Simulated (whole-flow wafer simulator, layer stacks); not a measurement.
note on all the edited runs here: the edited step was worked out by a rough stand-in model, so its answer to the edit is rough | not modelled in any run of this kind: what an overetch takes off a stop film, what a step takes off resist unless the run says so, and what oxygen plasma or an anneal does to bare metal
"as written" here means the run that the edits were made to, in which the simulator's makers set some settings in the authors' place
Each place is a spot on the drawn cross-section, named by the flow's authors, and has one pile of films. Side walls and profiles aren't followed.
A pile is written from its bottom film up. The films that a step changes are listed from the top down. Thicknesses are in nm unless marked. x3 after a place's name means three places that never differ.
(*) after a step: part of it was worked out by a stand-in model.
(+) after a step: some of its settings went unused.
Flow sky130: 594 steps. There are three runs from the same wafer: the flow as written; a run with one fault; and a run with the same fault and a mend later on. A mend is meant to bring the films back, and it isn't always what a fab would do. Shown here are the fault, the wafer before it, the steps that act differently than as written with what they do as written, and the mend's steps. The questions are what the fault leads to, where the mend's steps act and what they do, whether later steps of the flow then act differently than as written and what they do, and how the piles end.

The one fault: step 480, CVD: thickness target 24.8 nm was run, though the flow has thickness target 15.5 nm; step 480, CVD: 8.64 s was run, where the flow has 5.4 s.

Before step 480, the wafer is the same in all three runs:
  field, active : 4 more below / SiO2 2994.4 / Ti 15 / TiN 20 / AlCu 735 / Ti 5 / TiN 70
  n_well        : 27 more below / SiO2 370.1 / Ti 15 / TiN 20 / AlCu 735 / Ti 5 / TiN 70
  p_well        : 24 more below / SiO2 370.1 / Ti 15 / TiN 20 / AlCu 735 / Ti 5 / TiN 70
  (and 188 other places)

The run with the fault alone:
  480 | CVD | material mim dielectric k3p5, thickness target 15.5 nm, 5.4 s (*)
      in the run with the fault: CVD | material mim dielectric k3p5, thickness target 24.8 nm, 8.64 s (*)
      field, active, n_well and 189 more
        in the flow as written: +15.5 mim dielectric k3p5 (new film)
        in the run with the fault: +24.8 mim dielectric k3p5 (new film)
  Steps further on in the flow that do not act as written (6 more steps, not shown, differ only slightly: by at most 2% or 0.5 nm, whichever is larger):
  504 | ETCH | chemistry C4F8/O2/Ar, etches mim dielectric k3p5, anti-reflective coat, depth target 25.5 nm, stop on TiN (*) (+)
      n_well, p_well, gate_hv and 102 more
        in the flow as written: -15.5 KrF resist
        in the run with the fault: -17 KrF resist
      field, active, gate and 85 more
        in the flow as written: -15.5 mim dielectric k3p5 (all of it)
        in the run with the fault: -24.8 mim dielectric k3p5 (all of it)
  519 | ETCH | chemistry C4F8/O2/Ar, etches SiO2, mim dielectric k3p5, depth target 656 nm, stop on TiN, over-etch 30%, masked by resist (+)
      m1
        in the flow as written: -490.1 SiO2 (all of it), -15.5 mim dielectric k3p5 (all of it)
        in the run with the fault: -480.8 SiO2 (all of it), -24.8 mim dielectric k3p5 (all of it)
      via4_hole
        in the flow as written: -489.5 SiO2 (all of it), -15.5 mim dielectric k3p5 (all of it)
        in the run with the fault: -480.2 SiO2 (all of it), -24.8 mim dielectric k3p5 (all of it)
  The piles end different from the flow's at n_well, p_well, gate_hv and 100 more by more than 2% or 0.5 nm, whichever is larger.
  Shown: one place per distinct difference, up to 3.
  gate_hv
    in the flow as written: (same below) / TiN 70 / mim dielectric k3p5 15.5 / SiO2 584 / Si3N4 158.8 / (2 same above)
    in the run with the fault: (same below) / TiN 70 / mim dielectric k3p5 24.8 / SiO2 574.7 / Si3N4 158.8 / (2 same above)
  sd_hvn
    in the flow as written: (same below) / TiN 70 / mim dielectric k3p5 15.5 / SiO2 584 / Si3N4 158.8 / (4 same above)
    in the run with the fault: (same below) / TiN 70 / mim dielectric k3p5 24.8 / SiO2 574.7 / Si3N4 158.8 / (4 same above)
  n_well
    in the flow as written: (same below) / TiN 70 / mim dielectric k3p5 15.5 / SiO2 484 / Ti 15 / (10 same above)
    in the run with the fault: (same below) / TiN 70 / mim dielectric k3p5 24.8 / SiO2 474.7 / Ti 15 / (10 same above)

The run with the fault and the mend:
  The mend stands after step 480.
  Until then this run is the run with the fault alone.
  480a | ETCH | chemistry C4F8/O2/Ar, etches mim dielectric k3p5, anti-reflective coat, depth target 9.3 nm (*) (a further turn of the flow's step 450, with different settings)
      field, active, n_well and 189 more
        -9.3 mim dielectric k3p5
  None of the later steps of the flow acts differently than as written at any place that is followed.
  By the end, the piles equal the flow's at every place that both follow.
